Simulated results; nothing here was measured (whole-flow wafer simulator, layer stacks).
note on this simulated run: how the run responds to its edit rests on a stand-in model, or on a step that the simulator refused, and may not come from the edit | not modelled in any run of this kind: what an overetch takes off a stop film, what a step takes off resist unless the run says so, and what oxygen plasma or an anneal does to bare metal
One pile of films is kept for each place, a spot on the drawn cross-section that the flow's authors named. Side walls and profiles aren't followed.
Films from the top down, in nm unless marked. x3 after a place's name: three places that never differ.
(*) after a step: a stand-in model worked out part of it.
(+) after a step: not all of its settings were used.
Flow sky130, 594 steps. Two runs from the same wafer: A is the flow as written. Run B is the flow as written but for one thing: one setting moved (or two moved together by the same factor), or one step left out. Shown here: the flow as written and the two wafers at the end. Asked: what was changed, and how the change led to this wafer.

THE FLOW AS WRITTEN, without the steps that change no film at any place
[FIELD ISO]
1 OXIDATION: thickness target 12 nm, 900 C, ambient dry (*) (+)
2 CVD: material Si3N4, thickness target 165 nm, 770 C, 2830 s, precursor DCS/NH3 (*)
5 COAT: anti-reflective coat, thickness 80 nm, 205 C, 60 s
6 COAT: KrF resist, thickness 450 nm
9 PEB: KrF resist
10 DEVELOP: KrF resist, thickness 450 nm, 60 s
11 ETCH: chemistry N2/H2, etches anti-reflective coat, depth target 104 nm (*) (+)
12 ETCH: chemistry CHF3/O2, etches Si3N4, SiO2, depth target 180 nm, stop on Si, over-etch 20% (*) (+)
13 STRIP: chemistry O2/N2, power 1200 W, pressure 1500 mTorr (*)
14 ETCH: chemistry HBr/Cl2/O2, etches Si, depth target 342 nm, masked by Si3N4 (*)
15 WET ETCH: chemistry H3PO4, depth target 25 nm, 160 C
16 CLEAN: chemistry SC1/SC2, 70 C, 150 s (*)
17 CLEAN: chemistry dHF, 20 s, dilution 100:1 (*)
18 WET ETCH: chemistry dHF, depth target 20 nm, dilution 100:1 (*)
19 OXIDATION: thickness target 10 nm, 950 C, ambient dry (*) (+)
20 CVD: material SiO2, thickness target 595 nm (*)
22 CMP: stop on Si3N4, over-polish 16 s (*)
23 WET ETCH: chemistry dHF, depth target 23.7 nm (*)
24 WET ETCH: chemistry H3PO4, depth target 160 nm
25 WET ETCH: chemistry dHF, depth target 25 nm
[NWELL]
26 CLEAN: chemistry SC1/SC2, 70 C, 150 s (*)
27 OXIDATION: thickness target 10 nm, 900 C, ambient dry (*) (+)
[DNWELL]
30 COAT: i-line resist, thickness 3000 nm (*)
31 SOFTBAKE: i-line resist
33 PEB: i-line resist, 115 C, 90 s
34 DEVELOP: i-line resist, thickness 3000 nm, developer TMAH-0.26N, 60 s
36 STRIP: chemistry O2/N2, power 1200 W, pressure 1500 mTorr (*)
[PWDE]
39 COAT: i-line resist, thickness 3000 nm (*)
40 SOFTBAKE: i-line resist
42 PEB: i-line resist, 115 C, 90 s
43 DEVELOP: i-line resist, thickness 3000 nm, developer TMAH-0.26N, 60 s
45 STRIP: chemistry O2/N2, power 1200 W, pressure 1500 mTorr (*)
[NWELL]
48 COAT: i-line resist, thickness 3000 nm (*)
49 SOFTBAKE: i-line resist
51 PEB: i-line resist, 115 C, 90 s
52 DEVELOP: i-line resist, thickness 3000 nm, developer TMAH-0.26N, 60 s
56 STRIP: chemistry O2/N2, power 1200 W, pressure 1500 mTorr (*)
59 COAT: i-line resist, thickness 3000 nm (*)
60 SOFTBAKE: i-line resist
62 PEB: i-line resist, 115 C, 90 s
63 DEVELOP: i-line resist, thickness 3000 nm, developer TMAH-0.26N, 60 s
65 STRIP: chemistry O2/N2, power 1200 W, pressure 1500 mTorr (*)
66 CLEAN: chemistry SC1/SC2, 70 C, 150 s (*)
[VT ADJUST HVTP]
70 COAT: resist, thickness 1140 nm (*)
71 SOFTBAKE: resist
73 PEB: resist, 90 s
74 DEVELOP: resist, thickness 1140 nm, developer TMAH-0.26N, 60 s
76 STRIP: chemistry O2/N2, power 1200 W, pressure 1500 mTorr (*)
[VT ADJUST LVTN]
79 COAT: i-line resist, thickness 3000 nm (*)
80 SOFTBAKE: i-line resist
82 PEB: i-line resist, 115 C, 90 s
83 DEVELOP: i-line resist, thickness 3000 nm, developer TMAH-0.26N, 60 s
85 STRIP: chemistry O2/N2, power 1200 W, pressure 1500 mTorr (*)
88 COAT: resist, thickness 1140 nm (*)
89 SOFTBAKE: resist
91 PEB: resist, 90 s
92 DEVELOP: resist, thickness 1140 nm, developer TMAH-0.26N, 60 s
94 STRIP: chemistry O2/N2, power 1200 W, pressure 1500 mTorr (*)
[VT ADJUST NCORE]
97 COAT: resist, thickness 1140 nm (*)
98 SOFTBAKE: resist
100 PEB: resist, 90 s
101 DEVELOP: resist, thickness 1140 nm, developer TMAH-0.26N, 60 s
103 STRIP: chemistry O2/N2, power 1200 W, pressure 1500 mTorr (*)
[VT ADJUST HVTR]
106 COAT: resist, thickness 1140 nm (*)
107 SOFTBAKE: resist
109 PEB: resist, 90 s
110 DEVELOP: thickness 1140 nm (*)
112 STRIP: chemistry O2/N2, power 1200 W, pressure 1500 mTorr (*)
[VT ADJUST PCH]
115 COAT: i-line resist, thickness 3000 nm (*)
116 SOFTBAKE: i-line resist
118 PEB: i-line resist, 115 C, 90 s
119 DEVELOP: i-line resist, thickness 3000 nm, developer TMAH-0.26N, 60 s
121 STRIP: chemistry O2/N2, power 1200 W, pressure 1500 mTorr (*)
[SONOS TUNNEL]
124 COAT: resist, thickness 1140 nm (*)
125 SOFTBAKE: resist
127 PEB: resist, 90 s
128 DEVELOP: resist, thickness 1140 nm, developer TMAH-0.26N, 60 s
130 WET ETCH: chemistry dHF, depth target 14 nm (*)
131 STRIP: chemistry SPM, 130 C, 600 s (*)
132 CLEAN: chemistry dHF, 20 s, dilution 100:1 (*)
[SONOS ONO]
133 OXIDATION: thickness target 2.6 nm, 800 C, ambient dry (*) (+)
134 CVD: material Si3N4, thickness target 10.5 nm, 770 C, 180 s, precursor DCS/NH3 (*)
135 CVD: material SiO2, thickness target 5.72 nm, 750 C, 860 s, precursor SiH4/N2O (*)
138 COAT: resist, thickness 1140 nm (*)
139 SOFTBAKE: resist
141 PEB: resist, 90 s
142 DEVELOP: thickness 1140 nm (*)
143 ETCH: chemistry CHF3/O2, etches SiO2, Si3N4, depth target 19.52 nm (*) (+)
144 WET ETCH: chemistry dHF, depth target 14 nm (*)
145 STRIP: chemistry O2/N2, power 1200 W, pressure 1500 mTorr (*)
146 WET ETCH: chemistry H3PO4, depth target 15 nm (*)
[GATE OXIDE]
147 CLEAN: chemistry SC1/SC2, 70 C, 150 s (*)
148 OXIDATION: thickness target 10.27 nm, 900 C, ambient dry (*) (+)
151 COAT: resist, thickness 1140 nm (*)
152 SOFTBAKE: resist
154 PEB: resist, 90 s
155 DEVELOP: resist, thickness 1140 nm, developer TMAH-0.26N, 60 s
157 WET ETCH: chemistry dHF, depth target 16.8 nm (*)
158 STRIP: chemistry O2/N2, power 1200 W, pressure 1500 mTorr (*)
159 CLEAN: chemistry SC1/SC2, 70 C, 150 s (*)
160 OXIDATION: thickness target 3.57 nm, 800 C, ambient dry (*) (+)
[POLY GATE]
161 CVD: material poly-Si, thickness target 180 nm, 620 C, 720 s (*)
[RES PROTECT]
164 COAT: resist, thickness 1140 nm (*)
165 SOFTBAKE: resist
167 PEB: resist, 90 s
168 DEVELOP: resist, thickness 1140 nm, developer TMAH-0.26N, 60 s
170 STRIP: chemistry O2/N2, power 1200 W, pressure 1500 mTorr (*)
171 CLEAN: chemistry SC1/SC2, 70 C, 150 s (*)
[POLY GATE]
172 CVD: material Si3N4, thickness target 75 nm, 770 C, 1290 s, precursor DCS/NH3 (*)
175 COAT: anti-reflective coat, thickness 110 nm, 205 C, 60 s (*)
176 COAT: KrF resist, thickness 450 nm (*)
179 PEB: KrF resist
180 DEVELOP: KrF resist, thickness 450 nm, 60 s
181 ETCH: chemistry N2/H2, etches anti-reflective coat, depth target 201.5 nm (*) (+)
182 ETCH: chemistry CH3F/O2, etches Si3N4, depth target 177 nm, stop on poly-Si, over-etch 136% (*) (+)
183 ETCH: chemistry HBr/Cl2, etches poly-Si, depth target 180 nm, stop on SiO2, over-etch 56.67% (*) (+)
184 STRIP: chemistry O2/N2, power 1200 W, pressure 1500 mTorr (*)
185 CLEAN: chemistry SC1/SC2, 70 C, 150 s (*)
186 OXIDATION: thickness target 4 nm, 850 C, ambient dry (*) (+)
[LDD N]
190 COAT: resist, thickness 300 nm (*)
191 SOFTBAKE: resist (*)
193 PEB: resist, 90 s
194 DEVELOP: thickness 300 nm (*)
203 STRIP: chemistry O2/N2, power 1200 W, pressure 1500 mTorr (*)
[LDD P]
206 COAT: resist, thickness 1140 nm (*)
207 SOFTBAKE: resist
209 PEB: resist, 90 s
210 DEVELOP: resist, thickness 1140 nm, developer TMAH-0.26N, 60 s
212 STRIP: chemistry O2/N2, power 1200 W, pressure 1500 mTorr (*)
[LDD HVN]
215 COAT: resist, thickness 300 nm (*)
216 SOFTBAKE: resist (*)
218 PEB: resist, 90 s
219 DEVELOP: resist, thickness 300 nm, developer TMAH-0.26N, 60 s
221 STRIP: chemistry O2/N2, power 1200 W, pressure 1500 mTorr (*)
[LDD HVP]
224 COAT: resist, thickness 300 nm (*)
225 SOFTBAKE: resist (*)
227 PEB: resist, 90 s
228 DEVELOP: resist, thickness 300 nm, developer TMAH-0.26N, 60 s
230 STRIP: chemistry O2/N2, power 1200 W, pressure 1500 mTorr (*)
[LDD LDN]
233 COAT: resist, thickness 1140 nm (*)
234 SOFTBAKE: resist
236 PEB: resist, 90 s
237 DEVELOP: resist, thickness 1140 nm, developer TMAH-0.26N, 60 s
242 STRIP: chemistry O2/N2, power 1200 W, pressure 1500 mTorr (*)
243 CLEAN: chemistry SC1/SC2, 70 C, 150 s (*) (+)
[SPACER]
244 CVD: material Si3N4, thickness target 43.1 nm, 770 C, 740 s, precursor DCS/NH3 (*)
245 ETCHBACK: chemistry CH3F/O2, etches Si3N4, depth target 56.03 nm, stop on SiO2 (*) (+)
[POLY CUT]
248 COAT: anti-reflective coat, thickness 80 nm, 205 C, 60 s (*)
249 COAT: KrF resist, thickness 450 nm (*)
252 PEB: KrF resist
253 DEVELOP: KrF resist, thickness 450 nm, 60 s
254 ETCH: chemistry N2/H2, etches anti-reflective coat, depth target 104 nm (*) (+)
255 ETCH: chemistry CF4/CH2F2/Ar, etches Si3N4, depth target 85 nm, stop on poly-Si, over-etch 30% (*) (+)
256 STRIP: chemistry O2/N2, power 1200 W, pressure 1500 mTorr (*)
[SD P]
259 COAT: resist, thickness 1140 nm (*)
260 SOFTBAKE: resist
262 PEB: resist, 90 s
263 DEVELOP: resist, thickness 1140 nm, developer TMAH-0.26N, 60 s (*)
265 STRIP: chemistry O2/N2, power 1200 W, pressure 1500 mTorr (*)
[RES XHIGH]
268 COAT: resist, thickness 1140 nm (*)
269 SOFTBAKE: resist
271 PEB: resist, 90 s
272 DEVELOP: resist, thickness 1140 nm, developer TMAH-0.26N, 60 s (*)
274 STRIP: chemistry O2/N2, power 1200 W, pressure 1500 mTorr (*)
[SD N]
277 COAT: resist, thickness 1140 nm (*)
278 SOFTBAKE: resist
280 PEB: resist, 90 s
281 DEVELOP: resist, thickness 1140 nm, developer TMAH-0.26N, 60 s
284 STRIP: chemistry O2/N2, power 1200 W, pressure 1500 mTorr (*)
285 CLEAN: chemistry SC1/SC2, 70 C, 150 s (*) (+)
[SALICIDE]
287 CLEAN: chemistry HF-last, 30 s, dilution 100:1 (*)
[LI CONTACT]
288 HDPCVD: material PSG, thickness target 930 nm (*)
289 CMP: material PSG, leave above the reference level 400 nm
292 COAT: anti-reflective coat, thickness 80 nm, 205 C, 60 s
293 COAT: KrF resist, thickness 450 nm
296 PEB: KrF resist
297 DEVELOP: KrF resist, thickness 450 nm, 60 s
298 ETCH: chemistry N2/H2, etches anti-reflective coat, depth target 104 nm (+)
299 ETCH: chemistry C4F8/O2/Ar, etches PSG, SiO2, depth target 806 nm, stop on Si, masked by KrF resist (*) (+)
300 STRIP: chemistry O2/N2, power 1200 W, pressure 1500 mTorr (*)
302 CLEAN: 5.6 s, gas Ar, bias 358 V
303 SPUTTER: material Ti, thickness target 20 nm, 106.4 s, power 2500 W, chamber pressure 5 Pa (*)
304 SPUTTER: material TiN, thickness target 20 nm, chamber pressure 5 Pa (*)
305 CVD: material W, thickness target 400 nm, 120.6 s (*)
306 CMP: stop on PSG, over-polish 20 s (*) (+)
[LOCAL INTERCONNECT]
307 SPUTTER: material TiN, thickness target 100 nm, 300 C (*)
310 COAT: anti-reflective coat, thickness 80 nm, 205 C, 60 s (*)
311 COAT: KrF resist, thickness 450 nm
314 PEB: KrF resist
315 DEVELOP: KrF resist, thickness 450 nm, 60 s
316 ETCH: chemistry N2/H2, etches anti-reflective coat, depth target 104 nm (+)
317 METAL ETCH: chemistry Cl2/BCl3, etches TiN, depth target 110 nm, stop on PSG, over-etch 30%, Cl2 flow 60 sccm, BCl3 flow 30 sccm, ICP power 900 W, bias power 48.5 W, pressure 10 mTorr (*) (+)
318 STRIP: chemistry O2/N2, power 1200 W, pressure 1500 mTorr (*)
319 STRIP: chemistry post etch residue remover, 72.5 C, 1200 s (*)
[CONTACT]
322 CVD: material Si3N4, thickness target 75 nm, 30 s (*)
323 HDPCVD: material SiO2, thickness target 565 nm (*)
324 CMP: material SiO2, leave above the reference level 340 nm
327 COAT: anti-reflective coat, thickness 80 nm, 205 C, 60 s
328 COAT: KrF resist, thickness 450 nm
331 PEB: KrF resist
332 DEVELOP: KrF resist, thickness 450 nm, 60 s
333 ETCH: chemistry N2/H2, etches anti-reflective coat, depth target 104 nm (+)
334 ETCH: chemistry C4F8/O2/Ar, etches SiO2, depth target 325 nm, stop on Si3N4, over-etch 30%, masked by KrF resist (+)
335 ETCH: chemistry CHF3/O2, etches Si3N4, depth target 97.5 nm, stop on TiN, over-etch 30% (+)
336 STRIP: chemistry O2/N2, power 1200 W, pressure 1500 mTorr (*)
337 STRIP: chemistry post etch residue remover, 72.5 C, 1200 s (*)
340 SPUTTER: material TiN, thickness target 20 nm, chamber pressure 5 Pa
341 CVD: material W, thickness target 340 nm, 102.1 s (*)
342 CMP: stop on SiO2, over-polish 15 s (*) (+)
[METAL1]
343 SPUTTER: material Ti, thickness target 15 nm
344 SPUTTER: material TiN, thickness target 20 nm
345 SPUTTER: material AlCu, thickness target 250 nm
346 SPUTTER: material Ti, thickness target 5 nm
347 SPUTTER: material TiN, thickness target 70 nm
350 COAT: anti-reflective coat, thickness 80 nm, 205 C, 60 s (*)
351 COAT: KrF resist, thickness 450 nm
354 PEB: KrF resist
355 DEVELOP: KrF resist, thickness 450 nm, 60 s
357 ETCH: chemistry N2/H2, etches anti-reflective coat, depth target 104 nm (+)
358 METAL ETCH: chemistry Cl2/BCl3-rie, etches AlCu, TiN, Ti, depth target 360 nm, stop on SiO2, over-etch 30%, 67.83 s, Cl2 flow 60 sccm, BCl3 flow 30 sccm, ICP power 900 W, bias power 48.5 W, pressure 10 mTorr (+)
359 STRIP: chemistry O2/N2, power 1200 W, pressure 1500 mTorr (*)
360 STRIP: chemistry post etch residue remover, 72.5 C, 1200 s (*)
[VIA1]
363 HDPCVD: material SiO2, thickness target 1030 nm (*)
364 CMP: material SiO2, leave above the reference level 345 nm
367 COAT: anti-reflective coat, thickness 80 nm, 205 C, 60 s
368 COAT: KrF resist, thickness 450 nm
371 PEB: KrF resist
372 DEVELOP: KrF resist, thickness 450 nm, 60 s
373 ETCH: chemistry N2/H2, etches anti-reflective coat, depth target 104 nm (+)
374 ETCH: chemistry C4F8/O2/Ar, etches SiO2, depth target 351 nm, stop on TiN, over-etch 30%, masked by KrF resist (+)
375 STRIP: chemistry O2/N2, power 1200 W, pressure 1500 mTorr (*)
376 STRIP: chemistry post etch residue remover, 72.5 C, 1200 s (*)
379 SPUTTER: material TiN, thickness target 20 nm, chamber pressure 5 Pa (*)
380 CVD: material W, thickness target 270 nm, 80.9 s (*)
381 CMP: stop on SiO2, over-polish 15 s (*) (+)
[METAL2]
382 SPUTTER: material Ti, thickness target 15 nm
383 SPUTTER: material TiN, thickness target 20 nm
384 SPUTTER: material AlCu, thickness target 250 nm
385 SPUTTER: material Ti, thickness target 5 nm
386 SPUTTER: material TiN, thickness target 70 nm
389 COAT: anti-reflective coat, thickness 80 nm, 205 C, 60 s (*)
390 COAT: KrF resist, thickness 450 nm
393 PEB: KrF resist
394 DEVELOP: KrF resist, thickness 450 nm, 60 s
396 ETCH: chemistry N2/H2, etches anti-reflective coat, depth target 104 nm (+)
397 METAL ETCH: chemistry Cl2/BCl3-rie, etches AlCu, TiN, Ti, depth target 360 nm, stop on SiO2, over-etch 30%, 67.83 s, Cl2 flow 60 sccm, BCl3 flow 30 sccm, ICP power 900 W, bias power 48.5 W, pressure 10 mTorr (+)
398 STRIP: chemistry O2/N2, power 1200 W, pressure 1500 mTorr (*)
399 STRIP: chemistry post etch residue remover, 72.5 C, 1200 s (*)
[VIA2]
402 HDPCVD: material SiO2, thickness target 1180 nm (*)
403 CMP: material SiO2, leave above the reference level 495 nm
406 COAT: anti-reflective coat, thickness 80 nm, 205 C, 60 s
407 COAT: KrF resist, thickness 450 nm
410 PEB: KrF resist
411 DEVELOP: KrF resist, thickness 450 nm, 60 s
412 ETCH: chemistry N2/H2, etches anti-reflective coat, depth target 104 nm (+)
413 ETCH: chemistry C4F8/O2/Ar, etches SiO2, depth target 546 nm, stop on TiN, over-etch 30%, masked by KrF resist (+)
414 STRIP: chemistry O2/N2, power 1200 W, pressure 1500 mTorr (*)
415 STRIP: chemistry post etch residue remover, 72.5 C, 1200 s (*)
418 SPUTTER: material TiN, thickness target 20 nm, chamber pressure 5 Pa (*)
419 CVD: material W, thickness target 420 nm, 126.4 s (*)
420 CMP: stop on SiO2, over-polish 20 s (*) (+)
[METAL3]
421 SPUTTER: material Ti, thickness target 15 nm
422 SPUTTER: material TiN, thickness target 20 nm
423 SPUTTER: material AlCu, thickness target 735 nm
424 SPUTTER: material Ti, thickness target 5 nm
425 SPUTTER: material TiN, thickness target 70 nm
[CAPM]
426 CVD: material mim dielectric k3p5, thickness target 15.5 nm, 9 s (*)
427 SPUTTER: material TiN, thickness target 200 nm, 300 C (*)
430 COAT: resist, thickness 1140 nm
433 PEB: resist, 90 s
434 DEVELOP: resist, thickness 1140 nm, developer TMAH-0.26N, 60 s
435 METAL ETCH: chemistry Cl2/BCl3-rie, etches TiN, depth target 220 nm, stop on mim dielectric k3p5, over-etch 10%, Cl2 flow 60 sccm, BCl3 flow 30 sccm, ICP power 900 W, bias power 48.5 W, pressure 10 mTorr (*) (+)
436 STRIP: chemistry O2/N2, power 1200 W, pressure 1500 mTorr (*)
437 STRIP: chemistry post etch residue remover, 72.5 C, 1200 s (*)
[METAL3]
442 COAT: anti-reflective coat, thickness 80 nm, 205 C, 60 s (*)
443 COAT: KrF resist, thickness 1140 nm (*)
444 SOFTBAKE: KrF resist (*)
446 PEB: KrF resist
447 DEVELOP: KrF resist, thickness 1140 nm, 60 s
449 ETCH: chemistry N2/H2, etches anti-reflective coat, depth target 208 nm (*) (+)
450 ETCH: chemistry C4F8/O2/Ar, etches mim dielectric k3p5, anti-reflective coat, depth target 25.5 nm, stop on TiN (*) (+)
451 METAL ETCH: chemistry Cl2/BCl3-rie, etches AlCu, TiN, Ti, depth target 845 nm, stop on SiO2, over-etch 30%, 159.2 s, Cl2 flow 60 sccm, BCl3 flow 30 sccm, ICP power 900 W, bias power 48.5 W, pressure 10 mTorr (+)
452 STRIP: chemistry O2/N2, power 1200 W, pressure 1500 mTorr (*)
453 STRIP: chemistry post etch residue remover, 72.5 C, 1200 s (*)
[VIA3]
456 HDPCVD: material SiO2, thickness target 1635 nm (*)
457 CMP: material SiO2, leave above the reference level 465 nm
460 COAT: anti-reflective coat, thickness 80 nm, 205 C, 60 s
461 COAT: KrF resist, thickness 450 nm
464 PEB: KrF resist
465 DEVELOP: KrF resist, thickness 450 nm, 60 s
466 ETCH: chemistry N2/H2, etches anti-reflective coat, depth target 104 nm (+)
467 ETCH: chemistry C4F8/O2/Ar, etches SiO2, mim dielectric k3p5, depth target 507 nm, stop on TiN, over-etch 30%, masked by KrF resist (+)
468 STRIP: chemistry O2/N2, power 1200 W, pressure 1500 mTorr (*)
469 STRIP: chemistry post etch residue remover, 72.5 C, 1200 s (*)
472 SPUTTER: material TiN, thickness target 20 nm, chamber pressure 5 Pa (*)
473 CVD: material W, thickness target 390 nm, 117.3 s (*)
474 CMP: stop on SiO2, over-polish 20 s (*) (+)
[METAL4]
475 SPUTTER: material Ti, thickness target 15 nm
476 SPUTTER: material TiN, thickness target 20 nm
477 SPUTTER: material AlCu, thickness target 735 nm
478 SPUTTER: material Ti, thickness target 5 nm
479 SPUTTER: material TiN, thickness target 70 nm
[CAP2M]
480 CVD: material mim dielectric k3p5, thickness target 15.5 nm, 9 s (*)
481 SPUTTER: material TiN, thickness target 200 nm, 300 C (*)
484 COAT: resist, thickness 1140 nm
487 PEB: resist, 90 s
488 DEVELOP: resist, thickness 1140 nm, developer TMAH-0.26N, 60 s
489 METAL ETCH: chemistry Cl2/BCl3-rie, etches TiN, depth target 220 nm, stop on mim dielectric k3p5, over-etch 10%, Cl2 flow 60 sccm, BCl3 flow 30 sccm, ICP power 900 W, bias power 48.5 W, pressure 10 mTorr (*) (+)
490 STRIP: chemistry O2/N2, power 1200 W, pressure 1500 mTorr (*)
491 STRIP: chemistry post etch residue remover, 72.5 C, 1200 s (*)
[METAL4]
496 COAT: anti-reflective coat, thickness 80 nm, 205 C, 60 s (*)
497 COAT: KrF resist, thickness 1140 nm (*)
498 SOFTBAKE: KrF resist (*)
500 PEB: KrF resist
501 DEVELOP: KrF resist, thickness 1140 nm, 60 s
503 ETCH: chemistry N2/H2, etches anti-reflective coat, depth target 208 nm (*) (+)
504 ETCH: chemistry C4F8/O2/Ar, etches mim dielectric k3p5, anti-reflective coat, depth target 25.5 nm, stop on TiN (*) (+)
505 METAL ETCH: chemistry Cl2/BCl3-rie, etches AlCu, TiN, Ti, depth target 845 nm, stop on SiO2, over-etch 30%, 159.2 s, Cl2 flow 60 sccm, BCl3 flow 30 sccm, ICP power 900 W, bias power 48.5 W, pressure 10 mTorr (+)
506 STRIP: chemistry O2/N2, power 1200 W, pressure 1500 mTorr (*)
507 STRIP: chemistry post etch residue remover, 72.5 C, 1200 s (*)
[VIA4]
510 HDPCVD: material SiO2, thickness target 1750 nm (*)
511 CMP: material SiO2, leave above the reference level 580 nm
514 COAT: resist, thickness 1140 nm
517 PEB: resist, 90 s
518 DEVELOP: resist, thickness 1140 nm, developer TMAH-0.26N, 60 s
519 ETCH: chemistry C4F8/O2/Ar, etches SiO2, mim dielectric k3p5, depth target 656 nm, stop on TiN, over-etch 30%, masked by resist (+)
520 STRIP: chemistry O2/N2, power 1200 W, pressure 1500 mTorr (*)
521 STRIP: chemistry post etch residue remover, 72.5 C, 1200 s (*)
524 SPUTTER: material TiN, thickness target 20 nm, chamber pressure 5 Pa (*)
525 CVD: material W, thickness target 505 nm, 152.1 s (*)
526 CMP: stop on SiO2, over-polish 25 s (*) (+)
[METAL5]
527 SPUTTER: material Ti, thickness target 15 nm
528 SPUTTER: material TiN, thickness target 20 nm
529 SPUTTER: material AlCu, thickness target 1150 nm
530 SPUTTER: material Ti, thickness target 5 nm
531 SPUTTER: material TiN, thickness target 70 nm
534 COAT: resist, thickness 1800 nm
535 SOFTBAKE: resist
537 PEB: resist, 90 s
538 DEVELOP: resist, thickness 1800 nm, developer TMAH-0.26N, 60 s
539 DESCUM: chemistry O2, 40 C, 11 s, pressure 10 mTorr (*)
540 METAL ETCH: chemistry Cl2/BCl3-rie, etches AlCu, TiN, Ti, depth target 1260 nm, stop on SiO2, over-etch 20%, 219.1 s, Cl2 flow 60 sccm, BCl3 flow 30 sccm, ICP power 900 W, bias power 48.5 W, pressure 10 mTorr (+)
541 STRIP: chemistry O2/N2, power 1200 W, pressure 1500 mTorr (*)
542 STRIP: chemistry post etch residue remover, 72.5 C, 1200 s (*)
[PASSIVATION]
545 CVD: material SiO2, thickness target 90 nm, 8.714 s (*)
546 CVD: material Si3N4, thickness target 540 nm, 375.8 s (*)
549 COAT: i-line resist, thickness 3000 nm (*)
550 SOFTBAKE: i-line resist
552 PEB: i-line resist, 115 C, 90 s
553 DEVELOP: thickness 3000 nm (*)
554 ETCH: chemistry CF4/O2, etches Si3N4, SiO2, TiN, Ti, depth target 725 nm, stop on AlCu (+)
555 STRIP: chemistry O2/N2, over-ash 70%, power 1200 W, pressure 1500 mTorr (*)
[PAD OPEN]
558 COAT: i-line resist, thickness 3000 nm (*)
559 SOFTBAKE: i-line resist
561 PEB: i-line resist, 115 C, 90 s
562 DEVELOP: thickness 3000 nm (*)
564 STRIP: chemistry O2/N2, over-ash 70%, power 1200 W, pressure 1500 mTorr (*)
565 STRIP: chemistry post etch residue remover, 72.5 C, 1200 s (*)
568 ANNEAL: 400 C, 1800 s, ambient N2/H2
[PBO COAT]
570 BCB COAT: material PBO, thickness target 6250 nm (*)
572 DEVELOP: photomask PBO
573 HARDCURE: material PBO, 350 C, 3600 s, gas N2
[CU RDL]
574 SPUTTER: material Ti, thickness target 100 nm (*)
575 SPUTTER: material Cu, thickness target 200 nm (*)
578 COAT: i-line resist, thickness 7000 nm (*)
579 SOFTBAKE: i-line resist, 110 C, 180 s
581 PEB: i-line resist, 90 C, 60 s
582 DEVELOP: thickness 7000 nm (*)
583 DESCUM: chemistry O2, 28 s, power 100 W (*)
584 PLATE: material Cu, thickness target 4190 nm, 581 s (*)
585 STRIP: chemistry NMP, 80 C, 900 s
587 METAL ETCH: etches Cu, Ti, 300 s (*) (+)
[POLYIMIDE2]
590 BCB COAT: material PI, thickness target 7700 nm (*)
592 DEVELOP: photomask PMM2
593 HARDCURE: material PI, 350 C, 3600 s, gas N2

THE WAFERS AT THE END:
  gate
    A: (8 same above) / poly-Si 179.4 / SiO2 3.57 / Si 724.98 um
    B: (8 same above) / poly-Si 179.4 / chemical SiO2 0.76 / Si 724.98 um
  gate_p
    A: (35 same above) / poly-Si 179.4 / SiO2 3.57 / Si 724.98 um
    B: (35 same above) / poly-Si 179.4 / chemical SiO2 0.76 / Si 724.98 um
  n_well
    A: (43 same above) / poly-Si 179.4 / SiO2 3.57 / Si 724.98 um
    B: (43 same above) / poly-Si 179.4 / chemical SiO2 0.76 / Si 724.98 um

The cause: step 160, OXIDATION: thickness target 3.57 nm, 800 C, ambient dry (*) (+), was left out.

How the change led to this, step by step:
  161 CVD: material poly-Si, thickness target 180 nm, 620 C, 720 s (*)
      ndiff_dn: A poly-Si +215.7 (new film) | B poly-Si +195 (new film)
  175 COAT: anti-reflective coat, thickness 110 nm, 205 C, 60 s (*)
      rpm_encl, rpm_encl_psd: A anti-reflective coat +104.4 (new film) | B anti-reflective coat +108.5 (new film)
      ndiff_dn: A anti-reflective coat +120.3 (new film) | B anti-reflective coat +137.1 (new film)
      (and at 1 more place)
  181 ETCH: chemistry N2/H2, etches anti-reflective coat, depth target 201.5 nm (*) (+)
      rpm_encl, rpm_encl_psd: A anti-reflective coat -104.4 (all of it), Si3N4 -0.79 | B anti-reflective coat -108.5 (all of it), Si3N4 -0.73
      ndiff_dn: A anti-reflective coat -120.3 (all of it), Si3N4 -0.58 | B anti-reflective coat -137.1 (all of it), Si3N4 -0.36
      (and at 1 more place)
  183 ETCH: chemistry HBr/Cl2, etches poly-Si, depth target 180 nm, stop on SiO2, over-etch 56.67% (*) (+)
      active, p_well, spacer and 26 more: A poly-Si -179.4 (all of it), SiO2 -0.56 | B poly-Si -179.4 (all of it), chemical SiO2 -0.76 (all of it)
      ndiff_dn: A poly-Si -215.1 (all of it), SiO2 -0.33 | B poly-Si -194.4 (all of it), chemical SiO2 -0.44
  184 STRIP: chemistry O2/N2, power 1200 W, pressure 1500 mTorr (*)
      active, p_well, spacer and 26 more: A nothing | B chemical SiO2 +0.79 (new film), Si -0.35
  186 OXIDATION: thickness target 4 nm, 850 C, ambient dry (*) (+)
      active, p_well, spacer and 26 more: A SiO2 +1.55, Si -0.68 | B SiO2 +4 (new film), chemical SiO2 -0.76 (all of it), Si -1.43
      ndiff_dn: A SiO2 +1.52, Si -0.67 | B SiO2 +4 (new film), chemical SiO2 -0.76 (all of it), Si -1.43
  248 COAT: anti-reflective coat, thickness 80 nm, 205 C, 60 s (*)
      gate_p: A anti-reflective coat +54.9 (new film) | B anti-reflective coat +56.4 (new film)
      gate_len: A anti-reflective coat +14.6 (new film) | B anti-reflective coat +15.5 (new film)
      (and at 5 more places)
  256 STRIP: chemistry O2/N2, power 1200 W, pressure 1500 mTorr (*)
      gate_p: A KrF resist -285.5 (all of it), anti-reflective coat -54.9 (all of it) | B KrF resist -285.4 (all of it), anti-reflective coat -56.4 (all of it)
      gate_len: A KrF resist -249.4 (all of it), anti-reflective coat -14.6 (all of it) | B KrF resist -249.9 (all of it), anti-reflective coat -15.5 (all of it)
      (and at 5 more places)
  306 CMP: stop on PSG, over-polish 20 s (*) (+)
      poly_licon: A W -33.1 | B W -34.7
